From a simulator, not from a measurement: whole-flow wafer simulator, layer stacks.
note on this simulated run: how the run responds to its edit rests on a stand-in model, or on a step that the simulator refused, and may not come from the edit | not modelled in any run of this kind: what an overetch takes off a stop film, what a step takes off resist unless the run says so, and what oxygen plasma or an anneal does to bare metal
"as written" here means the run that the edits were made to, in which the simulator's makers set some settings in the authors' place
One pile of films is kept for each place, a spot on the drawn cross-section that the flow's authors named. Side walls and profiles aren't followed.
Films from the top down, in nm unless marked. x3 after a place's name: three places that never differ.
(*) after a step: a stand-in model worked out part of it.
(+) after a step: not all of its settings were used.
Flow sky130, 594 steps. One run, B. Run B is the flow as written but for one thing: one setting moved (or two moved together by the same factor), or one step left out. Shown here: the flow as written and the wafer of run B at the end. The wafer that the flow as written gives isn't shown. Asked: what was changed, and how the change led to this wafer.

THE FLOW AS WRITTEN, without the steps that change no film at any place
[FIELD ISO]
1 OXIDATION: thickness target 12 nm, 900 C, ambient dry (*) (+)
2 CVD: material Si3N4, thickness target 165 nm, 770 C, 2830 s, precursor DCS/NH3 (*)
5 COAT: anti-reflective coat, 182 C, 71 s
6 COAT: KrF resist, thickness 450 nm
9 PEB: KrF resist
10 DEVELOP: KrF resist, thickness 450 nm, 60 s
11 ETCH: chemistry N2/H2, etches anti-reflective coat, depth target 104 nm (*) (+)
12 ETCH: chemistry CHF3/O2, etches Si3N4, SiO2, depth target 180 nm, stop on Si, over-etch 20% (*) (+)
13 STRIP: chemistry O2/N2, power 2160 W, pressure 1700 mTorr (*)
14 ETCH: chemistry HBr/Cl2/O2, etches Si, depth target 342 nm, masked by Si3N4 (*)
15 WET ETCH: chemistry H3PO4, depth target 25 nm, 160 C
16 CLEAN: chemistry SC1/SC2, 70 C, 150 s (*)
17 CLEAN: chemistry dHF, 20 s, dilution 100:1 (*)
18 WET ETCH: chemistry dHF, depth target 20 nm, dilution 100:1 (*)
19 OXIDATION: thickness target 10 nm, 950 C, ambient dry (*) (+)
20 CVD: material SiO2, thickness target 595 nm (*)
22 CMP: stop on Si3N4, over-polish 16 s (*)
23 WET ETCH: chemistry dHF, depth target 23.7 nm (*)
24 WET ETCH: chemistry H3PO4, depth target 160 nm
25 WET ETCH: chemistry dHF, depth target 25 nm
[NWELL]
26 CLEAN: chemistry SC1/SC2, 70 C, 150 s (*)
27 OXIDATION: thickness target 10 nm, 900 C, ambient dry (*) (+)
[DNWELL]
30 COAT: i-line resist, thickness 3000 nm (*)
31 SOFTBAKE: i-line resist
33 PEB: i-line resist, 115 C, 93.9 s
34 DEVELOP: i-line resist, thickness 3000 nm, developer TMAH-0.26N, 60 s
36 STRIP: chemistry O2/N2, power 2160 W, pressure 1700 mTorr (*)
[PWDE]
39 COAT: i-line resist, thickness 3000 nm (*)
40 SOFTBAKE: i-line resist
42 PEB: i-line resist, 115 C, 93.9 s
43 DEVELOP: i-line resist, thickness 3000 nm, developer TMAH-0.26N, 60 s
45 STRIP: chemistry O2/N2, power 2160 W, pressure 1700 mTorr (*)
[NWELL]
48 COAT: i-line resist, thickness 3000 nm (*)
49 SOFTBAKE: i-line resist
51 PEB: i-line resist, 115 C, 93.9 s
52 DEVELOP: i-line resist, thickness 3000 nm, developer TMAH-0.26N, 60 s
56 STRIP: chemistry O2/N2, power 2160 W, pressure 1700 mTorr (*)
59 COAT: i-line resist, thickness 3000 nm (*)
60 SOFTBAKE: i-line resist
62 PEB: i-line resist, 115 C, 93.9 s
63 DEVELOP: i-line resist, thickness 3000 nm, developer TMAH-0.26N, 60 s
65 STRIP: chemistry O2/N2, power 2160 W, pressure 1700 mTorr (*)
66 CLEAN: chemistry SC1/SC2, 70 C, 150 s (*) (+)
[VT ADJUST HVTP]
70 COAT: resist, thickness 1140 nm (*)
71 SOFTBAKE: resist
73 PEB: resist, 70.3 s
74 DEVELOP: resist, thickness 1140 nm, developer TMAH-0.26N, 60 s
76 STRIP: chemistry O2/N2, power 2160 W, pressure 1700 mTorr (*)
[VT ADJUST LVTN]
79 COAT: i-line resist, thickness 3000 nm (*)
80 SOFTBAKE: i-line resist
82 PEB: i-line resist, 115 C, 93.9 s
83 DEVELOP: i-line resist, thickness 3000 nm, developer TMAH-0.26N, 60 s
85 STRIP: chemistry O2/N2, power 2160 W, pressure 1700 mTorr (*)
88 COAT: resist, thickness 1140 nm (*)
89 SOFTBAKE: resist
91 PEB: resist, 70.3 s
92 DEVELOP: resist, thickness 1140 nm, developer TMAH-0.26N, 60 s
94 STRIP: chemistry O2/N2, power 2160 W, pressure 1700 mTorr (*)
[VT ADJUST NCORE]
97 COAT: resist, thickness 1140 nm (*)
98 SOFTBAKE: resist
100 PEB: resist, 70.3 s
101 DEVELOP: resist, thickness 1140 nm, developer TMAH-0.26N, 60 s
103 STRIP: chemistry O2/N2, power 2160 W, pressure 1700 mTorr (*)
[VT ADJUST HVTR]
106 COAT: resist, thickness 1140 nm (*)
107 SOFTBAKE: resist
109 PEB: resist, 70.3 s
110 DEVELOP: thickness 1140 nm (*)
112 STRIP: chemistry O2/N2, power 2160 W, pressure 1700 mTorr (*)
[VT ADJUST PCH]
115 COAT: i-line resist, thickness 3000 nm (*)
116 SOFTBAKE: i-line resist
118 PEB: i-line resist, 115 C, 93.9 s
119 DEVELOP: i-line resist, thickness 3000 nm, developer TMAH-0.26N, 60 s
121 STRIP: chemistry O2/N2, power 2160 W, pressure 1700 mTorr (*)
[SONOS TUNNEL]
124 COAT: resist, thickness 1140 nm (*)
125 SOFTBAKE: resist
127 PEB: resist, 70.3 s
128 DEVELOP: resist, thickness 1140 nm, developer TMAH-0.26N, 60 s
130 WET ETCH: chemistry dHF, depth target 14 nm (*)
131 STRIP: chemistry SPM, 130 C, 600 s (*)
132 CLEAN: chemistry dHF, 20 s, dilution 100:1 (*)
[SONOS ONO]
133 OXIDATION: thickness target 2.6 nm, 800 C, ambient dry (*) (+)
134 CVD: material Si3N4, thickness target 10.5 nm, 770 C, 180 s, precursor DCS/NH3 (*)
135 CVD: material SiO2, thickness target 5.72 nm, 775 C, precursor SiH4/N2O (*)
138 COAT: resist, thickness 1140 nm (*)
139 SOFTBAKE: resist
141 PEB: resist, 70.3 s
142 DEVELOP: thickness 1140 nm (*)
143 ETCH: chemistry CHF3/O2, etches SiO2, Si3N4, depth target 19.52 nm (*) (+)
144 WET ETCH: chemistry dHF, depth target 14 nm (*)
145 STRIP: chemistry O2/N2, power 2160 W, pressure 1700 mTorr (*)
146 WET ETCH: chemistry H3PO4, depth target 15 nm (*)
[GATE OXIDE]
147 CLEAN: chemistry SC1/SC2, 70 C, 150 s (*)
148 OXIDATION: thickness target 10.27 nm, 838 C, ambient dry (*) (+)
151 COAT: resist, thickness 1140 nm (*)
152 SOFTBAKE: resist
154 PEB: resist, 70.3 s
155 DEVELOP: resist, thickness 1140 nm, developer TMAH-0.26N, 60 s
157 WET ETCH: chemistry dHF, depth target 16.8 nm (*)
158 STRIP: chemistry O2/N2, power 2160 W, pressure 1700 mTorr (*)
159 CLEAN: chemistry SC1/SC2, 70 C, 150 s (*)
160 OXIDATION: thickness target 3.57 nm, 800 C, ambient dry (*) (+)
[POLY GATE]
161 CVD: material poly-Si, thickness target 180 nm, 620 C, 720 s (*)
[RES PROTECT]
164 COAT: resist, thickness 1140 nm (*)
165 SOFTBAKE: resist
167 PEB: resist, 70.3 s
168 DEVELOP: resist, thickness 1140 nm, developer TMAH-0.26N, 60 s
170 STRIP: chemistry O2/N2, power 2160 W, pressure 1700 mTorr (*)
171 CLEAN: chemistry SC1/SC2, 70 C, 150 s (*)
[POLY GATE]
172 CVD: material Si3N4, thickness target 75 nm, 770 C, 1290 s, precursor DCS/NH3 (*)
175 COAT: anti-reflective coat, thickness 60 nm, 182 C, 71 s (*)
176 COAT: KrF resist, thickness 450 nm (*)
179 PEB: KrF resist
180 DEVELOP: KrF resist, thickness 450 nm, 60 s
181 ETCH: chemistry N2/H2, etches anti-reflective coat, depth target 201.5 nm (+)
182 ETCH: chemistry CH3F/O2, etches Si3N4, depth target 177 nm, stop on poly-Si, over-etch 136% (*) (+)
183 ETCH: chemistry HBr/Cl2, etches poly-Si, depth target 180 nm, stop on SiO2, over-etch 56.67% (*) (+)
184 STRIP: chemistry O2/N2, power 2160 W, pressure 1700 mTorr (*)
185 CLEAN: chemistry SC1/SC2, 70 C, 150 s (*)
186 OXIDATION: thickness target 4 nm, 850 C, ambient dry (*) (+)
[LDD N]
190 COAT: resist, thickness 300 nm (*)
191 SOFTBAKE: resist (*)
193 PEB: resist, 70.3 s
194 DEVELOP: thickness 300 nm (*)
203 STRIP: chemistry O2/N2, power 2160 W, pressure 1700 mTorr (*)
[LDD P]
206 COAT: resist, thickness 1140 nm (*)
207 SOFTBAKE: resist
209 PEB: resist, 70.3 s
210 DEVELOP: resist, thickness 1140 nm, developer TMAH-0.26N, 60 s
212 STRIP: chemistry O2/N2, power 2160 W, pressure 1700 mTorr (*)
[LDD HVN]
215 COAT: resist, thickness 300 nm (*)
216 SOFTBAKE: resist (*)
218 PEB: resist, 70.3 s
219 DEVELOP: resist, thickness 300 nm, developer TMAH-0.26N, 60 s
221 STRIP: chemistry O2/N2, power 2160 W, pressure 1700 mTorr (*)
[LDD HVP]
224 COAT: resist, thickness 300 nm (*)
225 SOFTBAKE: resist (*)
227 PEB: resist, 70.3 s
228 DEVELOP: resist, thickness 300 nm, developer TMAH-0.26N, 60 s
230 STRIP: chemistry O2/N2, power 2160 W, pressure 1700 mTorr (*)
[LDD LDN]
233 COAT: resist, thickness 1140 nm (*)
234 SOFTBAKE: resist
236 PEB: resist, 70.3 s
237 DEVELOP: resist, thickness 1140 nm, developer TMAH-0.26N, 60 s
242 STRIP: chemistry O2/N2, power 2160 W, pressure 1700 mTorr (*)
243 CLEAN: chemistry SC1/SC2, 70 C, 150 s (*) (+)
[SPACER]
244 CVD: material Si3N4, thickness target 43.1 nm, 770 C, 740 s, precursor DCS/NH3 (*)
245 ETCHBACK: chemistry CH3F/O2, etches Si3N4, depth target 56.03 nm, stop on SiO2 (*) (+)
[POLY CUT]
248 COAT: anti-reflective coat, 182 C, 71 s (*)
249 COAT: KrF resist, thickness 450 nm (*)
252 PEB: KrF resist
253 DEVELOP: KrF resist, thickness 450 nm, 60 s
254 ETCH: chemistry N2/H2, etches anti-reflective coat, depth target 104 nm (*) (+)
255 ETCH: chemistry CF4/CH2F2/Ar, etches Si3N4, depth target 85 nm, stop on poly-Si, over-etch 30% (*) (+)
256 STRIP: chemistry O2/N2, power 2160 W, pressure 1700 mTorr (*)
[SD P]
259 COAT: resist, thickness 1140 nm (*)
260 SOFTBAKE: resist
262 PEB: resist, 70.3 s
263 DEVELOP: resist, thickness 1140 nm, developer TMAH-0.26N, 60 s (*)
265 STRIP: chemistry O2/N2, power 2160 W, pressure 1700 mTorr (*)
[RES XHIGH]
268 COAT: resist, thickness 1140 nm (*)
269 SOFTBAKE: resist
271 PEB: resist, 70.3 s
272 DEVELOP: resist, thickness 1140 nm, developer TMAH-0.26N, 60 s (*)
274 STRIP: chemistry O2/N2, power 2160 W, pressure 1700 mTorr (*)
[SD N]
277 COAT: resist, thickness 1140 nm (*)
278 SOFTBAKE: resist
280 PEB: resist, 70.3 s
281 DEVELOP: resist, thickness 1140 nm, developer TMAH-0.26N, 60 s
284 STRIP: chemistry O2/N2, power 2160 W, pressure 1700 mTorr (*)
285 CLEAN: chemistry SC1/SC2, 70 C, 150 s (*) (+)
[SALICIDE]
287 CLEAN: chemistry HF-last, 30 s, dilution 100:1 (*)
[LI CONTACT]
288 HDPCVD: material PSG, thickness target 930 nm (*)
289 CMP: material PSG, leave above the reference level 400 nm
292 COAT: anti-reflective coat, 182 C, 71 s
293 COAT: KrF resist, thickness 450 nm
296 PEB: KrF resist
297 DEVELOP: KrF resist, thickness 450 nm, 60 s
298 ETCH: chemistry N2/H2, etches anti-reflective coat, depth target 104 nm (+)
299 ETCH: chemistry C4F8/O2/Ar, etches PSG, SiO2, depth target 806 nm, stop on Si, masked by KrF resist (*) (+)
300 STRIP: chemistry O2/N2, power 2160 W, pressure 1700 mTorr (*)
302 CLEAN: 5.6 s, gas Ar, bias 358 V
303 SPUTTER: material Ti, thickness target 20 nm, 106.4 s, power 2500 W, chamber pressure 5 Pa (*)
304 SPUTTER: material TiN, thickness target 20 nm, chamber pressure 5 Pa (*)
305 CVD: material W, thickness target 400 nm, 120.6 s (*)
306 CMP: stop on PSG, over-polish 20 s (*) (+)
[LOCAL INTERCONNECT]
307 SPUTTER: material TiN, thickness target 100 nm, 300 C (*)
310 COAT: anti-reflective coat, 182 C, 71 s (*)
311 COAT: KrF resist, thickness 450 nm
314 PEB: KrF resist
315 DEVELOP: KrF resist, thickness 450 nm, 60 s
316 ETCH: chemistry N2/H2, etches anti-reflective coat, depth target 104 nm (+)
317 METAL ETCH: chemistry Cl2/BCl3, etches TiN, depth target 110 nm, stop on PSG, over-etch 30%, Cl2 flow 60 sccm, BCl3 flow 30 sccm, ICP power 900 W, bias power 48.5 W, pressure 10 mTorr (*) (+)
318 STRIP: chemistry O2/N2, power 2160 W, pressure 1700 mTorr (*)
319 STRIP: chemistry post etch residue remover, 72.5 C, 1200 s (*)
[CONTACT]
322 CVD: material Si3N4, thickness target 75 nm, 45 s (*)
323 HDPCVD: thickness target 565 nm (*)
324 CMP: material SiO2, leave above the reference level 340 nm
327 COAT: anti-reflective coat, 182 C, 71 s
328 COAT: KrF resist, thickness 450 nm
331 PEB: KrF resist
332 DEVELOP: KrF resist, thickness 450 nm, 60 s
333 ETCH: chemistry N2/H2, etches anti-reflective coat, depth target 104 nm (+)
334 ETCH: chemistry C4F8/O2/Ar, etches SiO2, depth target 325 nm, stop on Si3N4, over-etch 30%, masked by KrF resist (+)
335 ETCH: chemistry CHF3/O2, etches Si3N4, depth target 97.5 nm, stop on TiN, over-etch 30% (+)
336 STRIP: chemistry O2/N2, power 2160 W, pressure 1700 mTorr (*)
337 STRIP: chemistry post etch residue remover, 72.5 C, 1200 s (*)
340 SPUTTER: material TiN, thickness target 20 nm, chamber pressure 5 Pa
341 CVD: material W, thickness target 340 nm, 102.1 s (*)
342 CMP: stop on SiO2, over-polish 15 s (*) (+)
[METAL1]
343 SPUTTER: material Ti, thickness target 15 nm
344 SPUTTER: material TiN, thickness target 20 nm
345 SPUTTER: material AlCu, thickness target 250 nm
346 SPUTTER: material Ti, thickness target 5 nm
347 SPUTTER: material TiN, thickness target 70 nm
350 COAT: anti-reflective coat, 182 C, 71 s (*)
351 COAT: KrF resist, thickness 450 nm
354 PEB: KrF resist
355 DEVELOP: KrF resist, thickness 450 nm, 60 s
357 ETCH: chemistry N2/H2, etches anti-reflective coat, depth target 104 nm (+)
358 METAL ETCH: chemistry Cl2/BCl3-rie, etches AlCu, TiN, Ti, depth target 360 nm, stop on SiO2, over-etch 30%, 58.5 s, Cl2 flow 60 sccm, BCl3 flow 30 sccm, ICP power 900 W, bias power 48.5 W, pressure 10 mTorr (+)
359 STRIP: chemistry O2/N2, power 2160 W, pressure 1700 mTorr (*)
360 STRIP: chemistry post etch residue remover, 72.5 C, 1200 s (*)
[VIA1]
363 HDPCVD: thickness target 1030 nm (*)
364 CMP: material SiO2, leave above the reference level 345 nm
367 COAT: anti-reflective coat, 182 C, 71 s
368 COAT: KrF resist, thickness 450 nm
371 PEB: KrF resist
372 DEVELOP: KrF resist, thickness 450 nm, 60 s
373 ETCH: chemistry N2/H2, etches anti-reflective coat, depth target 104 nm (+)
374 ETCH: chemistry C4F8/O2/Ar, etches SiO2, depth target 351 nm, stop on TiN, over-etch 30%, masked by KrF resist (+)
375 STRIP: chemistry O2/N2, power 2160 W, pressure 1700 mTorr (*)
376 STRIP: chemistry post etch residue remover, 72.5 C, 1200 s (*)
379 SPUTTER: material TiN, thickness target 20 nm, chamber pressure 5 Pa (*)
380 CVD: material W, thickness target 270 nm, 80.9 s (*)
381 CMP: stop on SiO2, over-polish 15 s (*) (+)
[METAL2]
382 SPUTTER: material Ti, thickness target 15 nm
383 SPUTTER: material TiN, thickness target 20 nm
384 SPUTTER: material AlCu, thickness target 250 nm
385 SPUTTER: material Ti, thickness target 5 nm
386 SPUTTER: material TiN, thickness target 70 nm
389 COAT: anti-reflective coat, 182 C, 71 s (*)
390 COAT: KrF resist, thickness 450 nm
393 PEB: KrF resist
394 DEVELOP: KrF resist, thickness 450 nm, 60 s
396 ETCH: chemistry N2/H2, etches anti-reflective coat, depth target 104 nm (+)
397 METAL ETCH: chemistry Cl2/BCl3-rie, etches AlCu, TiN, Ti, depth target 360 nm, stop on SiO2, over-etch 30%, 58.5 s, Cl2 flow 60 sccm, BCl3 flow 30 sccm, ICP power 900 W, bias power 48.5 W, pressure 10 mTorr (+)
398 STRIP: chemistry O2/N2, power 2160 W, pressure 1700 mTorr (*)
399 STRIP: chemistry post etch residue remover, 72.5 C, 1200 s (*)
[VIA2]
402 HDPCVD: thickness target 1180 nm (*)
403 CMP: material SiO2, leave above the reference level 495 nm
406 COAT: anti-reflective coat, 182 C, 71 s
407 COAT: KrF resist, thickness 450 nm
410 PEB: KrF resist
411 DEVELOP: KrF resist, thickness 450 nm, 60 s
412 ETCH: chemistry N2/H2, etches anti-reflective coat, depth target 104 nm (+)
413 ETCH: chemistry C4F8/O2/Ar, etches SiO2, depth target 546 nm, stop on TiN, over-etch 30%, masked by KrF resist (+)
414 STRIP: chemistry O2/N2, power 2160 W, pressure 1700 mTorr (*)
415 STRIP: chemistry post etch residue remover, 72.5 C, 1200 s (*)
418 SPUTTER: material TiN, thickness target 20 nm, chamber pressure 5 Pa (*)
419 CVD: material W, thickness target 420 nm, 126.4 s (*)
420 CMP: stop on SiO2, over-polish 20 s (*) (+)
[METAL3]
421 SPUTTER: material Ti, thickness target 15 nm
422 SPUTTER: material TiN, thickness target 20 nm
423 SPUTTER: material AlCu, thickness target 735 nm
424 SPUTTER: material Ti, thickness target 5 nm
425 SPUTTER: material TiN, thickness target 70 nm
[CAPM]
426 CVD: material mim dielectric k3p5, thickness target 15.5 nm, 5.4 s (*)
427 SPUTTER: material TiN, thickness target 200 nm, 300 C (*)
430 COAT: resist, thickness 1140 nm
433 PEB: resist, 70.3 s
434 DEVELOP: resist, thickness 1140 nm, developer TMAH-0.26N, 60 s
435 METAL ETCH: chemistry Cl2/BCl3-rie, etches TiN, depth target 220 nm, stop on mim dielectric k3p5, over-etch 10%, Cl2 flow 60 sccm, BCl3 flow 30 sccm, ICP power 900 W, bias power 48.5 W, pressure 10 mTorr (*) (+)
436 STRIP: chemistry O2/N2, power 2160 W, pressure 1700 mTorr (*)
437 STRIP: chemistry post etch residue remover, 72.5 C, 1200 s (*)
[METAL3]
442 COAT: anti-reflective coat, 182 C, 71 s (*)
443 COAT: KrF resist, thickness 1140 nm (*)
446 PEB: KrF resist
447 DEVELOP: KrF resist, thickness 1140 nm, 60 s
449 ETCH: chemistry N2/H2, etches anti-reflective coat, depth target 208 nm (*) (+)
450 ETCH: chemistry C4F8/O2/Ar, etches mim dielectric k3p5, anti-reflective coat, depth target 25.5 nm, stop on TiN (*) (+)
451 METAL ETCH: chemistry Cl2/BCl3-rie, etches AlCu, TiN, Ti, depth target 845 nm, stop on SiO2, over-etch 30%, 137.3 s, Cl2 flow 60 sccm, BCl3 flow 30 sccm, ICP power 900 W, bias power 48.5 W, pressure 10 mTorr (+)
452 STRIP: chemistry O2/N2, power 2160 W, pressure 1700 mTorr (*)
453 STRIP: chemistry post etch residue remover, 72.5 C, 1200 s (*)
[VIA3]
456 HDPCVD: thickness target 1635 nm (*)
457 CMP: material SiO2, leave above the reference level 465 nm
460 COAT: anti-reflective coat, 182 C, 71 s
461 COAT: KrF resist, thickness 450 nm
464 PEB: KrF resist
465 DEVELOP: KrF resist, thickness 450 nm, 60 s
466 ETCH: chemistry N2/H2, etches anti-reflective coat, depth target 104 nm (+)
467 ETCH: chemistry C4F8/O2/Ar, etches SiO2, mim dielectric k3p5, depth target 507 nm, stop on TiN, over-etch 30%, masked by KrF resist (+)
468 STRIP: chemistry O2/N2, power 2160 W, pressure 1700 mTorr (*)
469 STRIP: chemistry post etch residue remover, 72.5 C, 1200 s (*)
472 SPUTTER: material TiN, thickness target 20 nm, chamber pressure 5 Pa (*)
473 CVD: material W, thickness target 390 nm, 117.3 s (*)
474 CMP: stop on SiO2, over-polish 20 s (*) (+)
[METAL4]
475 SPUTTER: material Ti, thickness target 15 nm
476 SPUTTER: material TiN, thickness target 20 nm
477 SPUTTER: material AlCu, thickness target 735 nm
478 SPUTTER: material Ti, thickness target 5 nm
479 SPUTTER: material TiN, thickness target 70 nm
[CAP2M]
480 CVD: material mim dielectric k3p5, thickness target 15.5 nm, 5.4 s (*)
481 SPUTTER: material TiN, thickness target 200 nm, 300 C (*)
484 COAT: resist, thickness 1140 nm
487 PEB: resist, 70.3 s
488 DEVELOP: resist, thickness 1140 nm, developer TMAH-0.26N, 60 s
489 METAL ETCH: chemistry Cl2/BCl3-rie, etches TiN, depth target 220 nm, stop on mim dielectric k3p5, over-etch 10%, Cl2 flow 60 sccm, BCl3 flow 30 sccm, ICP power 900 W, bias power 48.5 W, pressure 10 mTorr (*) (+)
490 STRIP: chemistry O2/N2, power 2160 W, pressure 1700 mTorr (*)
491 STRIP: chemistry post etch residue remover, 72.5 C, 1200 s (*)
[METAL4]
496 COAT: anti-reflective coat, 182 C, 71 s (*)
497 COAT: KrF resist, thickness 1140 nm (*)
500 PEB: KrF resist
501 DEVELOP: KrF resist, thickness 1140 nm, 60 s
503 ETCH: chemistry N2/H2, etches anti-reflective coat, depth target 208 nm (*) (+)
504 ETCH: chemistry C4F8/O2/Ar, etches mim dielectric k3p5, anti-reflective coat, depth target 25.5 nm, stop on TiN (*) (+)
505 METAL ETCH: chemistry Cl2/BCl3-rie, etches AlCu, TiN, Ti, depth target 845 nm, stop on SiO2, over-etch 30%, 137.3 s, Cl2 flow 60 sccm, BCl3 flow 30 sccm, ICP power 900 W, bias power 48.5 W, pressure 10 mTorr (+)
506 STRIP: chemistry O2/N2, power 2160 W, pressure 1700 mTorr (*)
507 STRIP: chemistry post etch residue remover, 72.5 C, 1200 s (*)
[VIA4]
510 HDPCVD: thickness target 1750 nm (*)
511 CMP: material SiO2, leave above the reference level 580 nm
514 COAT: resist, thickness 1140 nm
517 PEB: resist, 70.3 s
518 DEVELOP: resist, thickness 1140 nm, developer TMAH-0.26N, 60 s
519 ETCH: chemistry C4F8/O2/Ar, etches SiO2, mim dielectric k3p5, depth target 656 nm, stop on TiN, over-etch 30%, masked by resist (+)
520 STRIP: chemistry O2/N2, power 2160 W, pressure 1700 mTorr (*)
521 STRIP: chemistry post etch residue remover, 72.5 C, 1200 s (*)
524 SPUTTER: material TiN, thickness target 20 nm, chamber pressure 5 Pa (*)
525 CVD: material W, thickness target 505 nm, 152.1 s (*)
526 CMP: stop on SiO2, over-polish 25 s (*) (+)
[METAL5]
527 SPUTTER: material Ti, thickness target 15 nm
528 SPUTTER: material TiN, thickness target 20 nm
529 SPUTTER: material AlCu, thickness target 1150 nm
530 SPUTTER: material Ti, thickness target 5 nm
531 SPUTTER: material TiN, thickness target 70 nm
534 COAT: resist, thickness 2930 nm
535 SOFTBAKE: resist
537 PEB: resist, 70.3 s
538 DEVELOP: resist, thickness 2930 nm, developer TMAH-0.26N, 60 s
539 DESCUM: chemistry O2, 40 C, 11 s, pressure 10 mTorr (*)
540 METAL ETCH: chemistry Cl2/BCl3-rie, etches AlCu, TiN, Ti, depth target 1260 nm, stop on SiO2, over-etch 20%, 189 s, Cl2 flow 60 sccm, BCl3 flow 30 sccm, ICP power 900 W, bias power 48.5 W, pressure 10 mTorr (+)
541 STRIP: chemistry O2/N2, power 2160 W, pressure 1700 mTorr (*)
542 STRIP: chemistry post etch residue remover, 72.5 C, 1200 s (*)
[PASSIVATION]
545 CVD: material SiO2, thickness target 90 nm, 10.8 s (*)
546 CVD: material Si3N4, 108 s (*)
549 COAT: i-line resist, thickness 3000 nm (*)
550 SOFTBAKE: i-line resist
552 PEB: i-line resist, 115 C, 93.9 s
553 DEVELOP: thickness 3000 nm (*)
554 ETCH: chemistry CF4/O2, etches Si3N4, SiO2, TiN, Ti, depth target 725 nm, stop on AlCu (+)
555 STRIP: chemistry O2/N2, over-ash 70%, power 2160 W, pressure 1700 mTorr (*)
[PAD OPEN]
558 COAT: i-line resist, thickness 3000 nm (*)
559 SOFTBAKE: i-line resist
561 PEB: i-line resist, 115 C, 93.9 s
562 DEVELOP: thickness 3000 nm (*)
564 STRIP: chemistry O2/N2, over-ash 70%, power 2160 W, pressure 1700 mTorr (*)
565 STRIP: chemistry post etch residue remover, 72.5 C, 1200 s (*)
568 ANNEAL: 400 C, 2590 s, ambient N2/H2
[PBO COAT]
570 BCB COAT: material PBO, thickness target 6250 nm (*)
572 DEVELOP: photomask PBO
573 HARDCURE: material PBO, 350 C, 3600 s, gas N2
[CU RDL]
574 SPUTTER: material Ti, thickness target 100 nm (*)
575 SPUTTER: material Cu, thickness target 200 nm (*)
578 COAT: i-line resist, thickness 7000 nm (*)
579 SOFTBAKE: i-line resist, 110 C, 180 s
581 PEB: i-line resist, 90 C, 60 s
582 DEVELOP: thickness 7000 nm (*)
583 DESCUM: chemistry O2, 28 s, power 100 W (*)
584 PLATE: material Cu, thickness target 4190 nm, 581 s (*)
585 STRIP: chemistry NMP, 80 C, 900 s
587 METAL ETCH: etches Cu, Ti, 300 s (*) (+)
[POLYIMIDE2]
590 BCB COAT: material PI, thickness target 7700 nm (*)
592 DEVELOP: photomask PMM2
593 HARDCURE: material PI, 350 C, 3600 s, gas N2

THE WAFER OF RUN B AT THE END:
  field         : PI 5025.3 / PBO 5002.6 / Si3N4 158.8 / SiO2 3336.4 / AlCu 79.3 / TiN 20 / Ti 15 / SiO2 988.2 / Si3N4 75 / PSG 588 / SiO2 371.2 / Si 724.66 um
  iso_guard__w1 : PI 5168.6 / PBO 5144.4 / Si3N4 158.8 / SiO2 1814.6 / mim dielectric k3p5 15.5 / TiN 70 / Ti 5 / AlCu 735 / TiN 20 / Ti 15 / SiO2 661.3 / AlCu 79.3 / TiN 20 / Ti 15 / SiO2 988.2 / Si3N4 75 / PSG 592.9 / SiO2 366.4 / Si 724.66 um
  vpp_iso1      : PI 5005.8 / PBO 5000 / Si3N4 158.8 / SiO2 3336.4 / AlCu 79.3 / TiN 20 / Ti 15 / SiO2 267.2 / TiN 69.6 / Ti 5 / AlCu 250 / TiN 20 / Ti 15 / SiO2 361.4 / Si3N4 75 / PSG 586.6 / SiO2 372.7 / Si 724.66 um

The cause: step 397, METAL ETCH: depth target 183.6 nm was run, where the flow has depth target 360 nm; step 397, METAL ETCH: 29.8 s was run, where the flow has 58.5 s.

How the change led to this, step by step:
  397 METAL ETCH: chemistry Cl2/BCl3-rie, etches AlCu, TiN, Ti, depth target 360 nm, stop on SiO2, over-etch 30%, 58.5 s, Cl2 flow 60 sccm, BCl3 flow 30 sccm, ICP power 900 W, bias power 48.5 W, pressure 10 mTorr (+)
      field, active, gate and 82 more: TiN -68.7 (all of it), Ti -5 (all of it), AlCu -165 (as written it would be: TiN -68.7 (all of it), Ti -5 (all of it), AlCu -250 (all of it), TiN -20 (all of it), Ti -15 (all of it), SiO2 -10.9)
      n_well, p_well, gate_hv and 103 more: KrF resist -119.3 (as written it would be: KrF resist -234)
  398 STRIP: chemistry O2/N2, power 2160 W, pressure 1700 mTorr (*)
      gate_hv, mim, dice_street and 96 more: KrF resist -258.5 (all of it), anti-reflective coat -80 (all of it) (as written it would be: KrF resist -143.8 (all of it), anti-reflective coat -80 (all of it))
      n_well, p_well, sd_n, sd_p, pad: KrF resist -258.4 (all of it), anti-reflective coat -80 (all of it) (as written it would be: KrF resist -143.8 (all of it), anti-reflective coat -80 (all of it))
      (and at 2 more places)
  399 STRIP: chemistry post etch residue remover, 72.5 C, 1200 s (*)
      field, active, gate and 82 more: AlCu -5.72 (as written it would be: nothing)
  402 HDPCVD: thickness target 1180 nm (*)
      field, active, gate and 82 more: SiO2 +1180 (new film) (as written it would be: SiO2 +1180)
  403 CMP: material SiO2, leave above the reference level 495 nm
      field, active, gate and 82 more: SiO2 -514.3 (as written it would be: SiO2 -389.1)
Counting metal films that touch as one body, field has 1 body; the flow as written gives 0 bodies.
Counting metal films that touch as one body, iso_guard__w1 has 2 bodies (between them, from the top down: SiO2 661.3); the flow as written gives 1 body.
Counting metal films that touch as one body, vpp_iso1 has 2 bodies (between them, from the top down: SiO2 267.2); the flow as written gives 1 body.
